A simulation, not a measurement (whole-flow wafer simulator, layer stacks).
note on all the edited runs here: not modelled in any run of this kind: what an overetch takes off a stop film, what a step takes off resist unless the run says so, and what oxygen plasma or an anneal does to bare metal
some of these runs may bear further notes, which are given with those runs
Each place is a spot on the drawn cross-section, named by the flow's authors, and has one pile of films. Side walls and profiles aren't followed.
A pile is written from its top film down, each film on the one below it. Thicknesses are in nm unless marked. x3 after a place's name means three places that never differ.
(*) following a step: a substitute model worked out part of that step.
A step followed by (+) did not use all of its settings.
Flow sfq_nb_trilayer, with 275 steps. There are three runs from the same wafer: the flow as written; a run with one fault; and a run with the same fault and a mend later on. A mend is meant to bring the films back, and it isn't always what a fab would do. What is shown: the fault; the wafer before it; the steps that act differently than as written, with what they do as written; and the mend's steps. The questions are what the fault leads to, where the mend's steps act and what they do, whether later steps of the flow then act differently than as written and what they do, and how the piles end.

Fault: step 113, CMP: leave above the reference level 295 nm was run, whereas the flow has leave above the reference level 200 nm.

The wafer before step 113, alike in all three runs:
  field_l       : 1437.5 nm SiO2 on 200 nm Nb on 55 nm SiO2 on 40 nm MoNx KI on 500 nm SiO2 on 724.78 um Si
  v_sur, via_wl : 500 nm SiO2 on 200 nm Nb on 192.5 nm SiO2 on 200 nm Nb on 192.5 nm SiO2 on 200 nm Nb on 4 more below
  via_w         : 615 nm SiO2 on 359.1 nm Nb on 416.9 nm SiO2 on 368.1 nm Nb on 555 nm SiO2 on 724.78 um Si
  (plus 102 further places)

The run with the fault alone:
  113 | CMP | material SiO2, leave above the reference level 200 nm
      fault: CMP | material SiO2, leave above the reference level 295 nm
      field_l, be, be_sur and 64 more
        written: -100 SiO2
        fault: -5 SiO2
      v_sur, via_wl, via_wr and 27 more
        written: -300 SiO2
        fault: -205 SiO2
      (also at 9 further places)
  Later steps of the flow acting differently than as written (not shown: 4 more steps that differ only slightly, by at most 2% or 0.5 nm, whichever is larger):
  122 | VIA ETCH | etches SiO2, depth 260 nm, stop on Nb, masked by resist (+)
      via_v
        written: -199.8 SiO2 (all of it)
        fault: -260 SiO2
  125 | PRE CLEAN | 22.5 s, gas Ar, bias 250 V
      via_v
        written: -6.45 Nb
        fault: -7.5 SiO2
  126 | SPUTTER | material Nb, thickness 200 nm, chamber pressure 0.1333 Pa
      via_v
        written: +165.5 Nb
        fault: +152.6 Nb (new film)
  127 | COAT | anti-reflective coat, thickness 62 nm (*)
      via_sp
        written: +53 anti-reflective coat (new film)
        fault: +50.1 anti-reflective coat (new film)
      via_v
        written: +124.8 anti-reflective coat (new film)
        fault: +128.6 anti-reflective coat (new film)
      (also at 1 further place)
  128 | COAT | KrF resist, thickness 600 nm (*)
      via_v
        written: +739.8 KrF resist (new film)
        fault: +797.5 KrF resist (new film)
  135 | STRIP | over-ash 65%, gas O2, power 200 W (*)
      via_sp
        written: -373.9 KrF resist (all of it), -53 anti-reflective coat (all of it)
        fault: -369.8 KrF resist (all of it), -50.1 anti-reflective coat (all of it)
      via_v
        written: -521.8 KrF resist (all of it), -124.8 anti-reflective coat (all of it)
        fault: -579.3 KrF resist (all of it), -128.6 anti-reflective coat (all of it)
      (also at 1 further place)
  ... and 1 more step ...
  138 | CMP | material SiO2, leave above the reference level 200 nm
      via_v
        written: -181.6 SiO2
        fault: -157.1 SiO2
  By the end, the piles at field_l, v_sur, via_wl and 103 more depart from the flow's by more than 2% or 0.5 nm, whichever is larger.
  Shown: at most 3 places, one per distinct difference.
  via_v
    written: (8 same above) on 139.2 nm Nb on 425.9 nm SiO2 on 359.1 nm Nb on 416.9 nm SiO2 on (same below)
    fault: (8 same above) on 139.2 nm Nb on 500.1 nm SiO2 on 152.6 nm Nb on 27.3 nm SiO2 on 200 nm Nb on 416.9 nm SiO2 on (same below)
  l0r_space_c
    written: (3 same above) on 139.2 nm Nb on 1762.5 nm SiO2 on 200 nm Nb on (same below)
    fault: (3 same above) on 139.2 nm Nb on 1857.5 nm SiO2 on 200 nm Nb on (same below)
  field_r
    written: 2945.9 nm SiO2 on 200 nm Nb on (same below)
    fault: 3040.9 nm SiO2 on 200 nm Nb on (same below)

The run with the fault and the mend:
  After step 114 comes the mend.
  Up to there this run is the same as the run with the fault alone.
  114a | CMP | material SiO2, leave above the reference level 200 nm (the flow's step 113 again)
      field_l, v_sur, via_wl and 103 more
        -95 SiO2
  None of the later steps of the flow acts differently than as written at any place that is followed.
  The piles end the same as the flow's at every place that both follow.
